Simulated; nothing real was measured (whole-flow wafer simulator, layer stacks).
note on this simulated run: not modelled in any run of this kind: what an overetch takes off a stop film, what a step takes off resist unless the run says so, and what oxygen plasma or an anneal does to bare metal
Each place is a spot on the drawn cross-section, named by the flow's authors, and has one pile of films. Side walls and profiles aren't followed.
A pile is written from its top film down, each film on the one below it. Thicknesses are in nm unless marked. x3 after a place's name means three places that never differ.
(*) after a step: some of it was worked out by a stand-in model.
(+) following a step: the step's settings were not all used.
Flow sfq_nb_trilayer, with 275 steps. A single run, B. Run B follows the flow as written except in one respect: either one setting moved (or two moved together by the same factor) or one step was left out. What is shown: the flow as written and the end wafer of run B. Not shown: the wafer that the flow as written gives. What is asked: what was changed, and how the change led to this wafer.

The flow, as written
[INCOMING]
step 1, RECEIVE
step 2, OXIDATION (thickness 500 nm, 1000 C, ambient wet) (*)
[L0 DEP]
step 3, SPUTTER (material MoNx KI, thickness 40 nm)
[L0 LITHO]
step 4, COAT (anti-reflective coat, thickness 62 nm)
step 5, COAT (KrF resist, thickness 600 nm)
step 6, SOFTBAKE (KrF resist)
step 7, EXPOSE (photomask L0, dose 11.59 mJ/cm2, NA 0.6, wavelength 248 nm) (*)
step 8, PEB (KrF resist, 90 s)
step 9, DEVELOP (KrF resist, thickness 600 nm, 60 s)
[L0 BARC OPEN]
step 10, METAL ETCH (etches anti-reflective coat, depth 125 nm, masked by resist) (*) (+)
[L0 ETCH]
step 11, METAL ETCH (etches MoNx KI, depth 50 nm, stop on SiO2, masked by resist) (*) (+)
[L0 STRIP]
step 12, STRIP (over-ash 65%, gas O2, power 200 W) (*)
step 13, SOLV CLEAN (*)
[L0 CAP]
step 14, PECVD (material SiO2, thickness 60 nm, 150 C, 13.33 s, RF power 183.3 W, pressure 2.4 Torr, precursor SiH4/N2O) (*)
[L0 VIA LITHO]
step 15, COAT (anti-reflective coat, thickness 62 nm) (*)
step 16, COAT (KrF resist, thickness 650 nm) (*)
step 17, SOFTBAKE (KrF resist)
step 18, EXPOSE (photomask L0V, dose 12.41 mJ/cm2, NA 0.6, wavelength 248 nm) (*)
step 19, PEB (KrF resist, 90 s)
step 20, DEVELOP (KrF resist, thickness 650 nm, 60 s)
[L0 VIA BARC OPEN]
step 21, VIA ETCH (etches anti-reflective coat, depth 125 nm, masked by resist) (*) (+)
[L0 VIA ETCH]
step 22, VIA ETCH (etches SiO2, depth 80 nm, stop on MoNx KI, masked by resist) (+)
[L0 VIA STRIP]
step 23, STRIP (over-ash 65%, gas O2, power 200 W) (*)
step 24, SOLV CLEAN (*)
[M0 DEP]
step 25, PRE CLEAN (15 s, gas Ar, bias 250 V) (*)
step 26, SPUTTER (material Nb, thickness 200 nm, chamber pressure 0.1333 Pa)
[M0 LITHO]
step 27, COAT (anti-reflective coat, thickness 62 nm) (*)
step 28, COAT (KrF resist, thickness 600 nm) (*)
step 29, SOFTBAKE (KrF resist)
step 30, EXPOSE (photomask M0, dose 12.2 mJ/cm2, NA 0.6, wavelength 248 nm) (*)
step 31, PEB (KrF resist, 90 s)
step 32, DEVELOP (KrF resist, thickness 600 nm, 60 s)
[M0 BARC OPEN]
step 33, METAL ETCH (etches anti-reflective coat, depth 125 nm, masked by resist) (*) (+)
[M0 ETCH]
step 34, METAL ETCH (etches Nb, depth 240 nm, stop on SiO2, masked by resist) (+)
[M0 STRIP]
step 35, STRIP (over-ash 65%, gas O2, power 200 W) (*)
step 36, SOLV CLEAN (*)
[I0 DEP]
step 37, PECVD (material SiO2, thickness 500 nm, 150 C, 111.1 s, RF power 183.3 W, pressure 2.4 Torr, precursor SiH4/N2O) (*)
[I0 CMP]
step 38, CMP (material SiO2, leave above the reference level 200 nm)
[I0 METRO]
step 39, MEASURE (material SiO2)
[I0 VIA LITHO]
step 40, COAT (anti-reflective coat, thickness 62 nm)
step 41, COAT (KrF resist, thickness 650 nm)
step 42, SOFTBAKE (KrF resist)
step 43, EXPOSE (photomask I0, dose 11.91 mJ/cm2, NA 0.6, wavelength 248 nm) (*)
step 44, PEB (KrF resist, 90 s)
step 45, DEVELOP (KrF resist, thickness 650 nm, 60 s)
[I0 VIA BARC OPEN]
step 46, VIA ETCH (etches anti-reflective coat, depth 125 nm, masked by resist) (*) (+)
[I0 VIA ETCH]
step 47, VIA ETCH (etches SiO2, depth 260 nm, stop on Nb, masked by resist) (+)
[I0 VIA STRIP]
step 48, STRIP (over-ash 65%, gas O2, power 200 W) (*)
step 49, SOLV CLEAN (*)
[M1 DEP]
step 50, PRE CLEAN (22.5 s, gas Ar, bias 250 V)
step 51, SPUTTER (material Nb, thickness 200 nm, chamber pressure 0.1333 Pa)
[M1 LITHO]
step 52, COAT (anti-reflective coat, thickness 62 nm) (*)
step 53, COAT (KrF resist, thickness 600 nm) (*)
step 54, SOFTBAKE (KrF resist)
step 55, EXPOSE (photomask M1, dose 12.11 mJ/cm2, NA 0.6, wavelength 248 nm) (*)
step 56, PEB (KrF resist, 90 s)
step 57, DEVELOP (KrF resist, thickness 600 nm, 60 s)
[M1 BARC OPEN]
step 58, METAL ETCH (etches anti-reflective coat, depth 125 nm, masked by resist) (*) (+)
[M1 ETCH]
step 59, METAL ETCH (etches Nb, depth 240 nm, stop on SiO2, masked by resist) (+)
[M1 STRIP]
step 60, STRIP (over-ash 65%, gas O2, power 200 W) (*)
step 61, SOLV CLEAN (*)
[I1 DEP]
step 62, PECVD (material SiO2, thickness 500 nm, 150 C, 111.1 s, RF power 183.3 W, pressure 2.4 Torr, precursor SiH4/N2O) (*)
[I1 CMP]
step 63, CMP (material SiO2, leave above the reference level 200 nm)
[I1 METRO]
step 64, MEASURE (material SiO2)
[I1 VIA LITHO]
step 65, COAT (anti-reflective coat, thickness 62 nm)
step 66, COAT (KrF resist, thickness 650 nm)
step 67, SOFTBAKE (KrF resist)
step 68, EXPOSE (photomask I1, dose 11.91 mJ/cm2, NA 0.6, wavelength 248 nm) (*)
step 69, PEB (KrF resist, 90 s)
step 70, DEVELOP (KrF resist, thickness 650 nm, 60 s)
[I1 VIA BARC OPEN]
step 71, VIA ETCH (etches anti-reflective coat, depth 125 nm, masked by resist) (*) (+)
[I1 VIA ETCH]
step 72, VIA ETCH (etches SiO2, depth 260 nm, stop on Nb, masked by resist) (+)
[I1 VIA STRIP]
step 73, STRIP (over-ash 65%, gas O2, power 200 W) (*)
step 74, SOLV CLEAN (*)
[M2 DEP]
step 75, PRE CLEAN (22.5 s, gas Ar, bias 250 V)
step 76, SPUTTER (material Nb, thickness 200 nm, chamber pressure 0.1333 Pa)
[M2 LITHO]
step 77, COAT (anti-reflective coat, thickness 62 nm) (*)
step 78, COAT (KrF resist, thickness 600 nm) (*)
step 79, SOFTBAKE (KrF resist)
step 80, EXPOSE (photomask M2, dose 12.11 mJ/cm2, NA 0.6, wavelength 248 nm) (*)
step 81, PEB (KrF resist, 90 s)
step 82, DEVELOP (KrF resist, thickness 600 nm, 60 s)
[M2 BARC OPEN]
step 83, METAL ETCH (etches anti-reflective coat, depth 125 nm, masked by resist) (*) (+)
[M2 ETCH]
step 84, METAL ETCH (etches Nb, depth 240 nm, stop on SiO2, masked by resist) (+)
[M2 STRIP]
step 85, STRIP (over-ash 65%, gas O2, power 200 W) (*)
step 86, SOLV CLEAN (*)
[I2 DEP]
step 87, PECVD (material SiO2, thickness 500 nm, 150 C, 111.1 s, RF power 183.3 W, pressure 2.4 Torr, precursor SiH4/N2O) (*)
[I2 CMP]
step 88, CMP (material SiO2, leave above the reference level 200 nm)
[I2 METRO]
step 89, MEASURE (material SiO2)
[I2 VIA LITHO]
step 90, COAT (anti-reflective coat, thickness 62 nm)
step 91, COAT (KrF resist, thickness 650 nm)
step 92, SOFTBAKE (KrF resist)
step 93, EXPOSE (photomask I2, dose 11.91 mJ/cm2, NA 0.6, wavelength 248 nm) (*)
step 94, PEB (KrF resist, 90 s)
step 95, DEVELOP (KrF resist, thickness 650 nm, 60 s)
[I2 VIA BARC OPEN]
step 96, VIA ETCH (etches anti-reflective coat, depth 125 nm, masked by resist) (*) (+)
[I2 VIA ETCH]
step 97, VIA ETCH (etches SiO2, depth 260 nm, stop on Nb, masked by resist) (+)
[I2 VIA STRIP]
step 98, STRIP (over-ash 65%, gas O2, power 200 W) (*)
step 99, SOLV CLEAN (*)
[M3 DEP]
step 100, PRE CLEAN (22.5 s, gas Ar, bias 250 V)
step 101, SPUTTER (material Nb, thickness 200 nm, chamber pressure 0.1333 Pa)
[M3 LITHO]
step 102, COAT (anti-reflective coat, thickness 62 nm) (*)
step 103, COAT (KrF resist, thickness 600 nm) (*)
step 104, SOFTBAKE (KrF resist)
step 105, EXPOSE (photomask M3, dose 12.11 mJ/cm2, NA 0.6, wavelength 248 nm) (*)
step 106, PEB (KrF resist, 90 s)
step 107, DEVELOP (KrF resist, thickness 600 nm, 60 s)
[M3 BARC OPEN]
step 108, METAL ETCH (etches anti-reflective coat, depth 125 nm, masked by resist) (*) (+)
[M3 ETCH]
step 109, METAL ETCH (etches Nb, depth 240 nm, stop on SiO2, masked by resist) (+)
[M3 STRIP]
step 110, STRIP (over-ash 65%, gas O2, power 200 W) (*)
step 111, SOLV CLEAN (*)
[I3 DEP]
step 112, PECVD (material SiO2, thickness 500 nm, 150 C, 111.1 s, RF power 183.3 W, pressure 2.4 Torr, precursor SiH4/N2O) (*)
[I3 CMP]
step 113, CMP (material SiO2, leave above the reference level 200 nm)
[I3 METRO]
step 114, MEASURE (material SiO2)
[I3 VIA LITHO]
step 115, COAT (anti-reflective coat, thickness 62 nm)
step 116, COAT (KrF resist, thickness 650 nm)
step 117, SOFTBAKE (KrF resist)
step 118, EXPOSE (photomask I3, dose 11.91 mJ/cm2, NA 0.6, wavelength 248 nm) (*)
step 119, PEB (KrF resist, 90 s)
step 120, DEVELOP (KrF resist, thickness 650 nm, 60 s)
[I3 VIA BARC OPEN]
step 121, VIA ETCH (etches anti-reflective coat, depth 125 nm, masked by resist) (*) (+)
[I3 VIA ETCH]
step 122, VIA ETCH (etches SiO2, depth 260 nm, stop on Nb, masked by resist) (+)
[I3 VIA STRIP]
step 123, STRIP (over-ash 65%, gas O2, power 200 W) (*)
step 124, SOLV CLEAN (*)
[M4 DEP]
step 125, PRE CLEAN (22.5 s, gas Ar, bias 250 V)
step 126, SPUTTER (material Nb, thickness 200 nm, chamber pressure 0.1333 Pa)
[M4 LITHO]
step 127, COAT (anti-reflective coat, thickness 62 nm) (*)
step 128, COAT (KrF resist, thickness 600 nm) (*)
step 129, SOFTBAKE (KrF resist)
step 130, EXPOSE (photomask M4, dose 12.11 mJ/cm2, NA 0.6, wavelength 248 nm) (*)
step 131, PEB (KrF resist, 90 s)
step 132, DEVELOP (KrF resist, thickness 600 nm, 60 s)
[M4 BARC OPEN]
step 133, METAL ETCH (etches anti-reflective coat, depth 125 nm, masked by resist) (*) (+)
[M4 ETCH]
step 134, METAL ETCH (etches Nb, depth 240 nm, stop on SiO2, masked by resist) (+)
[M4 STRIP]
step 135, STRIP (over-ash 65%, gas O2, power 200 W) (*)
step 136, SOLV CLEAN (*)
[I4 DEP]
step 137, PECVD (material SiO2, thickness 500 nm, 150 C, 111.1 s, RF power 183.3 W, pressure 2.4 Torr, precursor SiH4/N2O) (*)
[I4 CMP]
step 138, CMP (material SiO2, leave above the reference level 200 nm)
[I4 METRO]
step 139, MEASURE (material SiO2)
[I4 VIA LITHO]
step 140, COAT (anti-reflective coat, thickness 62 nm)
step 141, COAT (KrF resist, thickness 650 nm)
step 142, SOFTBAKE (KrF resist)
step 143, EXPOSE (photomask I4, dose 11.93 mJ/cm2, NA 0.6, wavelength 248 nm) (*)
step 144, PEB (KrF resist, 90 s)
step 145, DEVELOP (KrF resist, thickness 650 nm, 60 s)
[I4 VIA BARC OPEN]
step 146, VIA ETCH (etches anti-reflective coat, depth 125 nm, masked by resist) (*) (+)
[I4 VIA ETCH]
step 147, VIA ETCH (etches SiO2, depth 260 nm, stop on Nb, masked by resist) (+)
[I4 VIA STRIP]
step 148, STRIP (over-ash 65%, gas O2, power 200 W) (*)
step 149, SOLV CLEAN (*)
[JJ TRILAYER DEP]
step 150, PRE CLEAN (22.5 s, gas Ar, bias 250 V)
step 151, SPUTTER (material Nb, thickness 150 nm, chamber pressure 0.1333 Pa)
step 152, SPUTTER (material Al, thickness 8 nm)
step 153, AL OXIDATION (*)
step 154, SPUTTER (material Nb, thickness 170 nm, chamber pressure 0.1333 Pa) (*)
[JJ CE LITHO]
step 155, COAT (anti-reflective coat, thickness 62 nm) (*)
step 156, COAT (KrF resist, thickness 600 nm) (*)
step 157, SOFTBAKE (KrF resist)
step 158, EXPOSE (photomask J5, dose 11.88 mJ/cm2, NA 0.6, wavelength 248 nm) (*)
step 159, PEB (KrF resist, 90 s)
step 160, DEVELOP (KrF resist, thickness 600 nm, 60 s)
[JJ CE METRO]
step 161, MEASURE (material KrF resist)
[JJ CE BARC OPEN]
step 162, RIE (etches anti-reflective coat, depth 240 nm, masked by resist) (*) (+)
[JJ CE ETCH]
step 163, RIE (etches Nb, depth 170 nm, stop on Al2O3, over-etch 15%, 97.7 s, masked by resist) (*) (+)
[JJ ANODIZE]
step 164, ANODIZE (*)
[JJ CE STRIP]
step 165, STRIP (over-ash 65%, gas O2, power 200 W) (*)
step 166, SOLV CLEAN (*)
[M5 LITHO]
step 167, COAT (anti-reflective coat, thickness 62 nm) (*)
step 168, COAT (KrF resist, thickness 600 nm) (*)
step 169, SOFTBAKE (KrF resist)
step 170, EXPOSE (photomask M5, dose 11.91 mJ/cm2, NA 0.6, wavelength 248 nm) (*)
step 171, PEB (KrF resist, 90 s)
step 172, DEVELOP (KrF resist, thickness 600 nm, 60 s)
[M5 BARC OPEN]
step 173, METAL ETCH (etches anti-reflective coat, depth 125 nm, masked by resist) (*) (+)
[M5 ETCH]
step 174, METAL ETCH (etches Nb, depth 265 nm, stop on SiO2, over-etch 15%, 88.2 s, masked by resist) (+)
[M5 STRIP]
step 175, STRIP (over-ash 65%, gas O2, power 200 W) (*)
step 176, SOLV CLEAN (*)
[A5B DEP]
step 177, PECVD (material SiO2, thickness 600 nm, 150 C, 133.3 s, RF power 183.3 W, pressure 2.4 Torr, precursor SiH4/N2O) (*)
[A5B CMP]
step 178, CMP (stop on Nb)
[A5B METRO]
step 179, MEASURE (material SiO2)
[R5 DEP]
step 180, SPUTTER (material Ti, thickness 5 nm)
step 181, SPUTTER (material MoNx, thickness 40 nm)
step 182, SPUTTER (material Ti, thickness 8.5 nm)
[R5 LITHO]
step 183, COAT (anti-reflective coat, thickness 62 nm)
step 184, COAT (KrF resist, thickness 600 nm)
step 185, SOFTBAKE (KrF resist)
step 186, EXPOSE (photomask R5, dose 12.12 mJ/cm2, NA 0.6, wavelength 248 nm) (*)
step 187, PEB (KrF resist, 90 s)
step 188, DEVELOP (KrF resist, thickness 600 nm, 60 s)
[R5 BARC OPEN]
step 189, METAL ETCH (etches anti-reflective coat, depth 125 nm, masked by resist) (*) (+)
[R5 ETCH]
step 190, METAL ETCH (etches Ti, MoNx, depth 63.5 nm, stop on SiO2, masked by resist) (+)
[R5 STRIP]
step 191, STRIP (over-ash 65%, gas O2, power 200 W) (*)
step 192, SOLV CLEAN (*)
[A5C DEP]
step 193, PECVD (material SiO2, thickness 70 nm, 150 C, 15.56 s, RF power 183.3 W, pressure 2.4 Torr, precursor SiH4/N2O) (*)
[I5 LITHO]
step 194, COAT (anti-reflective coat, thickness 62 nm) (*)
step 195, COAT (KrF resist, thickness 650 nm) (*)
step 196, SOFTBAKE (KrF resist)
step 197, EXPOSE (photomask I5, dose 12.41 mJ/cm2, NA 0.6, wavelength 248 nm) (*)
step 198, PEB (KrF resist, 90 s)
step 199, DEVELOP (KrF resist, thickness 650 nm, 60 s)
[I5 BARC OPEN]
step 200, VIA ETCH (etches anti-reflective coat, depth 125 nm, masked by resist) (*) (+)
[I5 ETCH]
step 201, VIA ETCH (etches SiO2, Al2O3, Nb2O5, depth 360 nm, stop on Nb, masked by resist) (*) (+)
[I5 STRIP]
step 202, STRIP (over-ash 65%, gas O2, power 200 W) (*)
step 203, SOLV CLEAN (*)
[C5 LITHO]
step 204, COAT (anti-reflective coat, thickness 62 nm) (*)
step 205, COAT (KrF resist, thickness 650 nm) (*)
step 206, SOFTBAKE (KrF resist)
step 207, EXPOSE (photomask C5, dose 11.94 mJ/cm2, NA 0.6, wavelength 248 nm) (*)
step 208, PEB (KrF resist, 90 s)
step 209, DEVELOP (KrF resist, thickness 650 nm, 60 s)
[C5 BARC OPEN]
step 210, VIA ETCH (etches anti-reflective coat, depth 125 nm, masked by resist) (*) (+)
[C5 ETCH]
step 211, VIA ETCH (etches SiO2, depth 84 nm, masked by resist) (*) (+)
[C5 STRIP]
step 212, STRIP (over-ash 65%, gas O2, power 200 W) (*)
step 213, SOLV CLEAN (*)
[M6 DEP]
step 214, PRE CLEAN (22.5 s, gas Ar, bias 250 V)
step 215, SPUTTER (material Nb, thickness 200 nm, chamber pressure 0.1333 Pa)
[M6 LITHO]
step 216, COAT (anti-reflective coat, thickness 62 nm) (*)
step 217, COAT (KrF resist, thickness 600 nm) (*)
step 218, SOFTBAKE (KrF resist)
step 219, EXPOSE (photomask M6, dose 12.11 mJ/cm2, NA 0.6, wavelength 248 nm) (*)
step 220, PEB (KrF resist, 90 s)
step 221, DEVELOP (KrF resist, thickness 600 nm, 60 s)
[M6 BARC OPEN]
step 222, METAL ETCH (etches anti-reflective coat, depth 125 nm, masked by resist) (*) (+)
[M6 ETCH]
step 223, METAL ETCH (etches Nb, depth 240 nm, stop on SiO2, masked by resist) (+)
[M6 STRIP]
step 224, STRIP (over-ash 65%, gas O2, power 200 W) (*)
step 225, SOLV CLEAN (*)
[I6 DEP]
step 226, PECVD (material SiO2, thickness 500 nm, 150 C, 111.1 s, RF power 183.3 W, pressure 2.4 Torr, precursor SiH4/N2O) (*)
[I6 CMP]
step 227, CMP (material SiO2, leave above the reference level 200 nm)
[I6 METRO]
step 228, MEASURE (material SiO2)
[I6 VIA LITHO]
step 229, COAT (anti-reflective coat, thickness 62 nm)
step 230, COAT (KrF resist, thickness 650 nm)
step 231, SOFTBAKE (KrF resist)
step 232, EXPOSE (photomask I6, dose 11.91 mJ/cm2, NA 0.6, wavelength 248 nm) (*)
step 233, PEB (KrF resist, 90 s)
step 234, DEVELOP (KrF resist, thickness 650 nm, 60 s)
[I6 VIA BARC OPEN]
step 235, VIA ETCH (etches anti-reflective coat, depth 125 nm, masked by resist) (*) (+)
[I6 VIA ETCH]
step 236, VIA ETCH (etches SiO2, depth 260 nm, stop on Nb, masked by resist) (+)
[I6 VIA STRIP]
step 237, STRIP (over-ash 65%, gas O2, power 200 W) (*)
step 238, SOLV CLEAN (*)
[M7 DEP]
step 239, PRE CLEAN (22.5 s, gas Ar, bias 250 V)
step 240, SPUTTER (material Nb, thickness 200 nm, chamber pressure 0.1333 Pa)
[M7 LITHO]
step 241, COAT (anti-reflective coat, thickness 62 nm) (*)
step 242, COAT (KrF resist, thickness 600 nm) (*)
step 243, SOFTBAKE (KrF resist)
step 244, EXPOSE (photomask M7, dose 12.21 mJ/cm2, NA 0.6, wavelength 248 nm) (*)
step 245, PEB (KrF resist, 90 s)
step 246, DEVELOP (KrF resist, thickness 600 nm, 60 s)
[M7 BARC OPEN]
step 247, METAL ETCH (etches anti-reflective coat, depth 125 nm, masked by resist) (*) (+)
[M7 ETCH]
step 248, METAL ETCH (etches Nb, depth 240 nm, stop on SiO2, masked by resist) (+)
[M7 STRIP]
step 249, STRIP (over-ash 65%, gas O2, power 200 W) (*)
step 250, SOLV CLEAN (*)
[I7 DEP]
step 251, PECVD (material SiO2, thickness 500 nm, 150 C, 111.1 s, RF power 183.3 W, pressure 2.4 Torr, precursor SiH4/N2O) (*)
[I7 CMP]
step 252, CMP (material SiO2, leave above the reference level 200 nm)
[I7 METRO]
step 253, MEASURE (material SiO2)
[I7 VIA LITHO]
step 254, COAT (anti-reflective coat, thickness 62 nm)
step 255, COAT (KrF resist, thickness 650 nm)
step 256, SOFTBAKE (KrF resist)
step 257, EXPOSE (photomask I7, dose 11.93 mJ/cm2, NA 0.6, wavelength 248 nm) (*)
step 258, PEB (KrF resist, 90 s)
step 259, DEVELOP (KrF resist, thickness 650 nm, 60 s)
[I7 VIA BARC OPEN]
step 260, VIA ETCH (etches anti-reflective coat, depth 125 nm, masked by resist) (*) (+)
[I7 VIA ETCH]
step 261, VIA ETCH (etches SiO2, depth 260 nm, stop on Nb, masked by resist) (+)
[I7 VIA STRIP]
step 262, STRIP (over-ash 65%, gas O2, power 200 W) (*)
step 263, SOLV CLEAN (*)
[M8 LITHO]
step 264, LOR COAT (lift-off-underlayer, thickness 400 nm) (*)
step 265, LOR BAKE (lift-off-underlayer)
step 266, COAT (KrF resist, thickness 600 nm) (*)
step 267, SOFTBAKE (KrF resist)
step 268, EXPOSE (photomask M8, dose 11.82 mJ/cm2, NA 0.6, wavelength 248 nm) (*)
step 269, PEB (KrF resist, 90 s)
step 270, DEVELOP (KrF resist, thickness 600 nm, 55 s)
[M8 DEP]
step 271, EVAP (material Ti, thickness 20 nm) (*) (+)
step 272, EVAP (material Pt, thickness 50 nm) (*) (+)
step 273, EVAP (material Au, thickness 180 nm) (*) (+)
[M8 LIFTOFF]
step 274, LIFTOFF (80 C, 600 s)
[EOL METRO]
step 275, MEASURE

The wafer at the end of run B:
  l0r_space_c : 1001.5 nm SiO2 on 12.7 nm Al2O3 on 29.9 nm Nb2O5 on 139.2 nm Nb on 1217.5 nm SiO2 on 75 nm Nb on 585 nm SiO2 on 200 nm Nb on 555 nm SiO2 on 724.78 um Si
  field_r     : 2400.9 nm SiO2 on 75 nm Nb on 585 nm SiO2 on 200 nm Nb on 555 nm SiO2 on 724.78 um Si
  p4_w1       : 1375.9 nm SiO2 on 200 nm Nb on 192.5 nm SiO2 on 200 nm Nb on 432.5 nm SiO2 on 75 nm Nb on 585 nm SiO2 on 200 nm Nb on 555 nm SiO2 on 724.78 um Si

The reason: step 76, SPUTTER: thickness 315 nm was run, while the flow as written has thickness 200 nm.

The path from the change to this, step by step:
  step 76, SPUTTER (material Nb, thickness 200 nm, chamber pressure 0.1333 Pa)
      field_l, v_sur, via_wl and 102 more: Nb gains 315 (new film) (it would be, as written: Nb gains 200 (new film))
      via_v: Nb gains 276.8 (it would be, as written: Nb gains 174.5)
  step 84, METAL ETCH (etches Nb, depth 240 nm, stop on SiO2, masked by resist) (+)
      field_l, be, be_sur and 81 more: Nb loses 240 (it would be, as written: Nb loses 200 (all of it))
  step 87, PECVD (material SiO2, thickness 500 nm, 150 C, 111.1 s, RF power 183.3 W, pressure 2.4 Torr, precursor SiH4/N2O) (*)
      field_l, be, be_sur and 81 more: SiO2 gains 500 (new film) (it would be, as written: SiO2 gains 500)
  step 88, CMP (material SiO2, leave above the reference level 200 nm)
      field_l, be, be_sur and 81 more: SiO2 loses 60 (it would be, as written: SiO2 loses 100)
      via_v: SiO2 loses 157.1 (it would be, as written: SiO2 loses 181.6)
With metal films that touch counted as one body, l0r_space_c has 3 bodies (between them, from the top down: SiO2 1217.5; SiO2 585); the flow as written gives 2 bodies (between them, from the top down: SiO2 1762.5).
With metal films that touch counted as one body, field_r has 2 bodies (between them, from the top down: SiO2 585); the flow as written gives 1 body.
With metal films that touch counted as one body, p4_w1 has 4 bodies (between them, from the top down: SiO2 192.5; SiO2 432.5; SiO2 585); the flow as written gives 3 bodies (between them, from the top down: SiO2 192.5; SiO2 977.5).
